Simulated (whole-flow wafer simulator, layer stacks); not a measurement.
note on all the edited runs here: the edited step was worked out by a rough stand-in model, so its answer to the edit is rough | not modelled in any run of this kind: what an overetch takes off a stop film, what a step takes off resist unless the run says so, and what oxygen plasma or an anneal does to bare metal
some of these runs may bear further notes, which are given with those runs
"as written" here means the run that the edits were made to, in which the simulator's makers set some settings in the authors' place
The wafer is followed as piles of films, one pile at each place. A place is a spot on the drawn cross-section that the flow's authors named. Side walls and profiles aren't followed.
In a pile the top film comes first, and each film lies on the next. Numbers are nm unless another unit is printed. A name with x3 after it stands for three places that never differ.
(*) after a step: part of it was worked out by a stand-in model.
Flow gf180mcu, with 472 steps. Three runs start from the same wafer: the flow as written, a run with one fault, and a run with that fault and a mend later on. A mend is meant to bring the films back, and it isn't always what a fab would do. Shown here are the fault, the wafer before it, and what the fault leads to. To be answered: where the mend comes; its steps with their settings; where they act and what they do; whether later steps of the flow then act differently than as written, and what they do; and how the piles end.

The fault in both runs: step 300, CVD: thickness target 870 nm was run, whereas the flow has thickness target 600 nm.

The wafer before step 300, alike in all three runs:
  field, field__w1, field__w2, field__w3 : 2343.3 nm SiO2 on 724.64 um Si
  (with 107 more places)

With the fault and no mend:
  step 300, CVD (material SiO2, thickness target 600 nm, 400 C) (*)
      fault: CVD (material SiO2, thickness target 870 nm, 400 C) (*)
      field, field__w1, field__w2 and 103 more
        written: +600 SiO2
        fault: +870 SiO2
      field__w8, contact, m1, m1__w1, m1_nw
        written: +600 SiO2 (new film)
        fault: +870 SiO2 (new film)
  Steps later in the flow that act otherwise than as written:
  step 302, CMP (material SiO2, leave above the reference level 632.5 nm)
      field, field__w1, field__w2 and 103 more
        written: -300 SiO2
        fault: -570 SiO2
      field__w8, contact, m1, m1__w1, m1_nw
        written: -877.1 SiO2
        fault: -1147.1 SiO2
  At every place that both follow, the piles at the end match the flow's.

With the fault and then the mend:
  After step 300 comes the mend.
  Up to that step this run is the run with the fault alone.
  step 300a, WET ETCH (chemistry dHF, depth target 270 nm, 25 C, dilution 100:1) (the flow's step 17, run once more with other settings)
      field, field__w1, field__w2 and 108 more
        -270 SiO2
  Every later step of the flow that is run acts as written at every place that is followed.
  At every place that both follow, the piles at the end match the flow's.
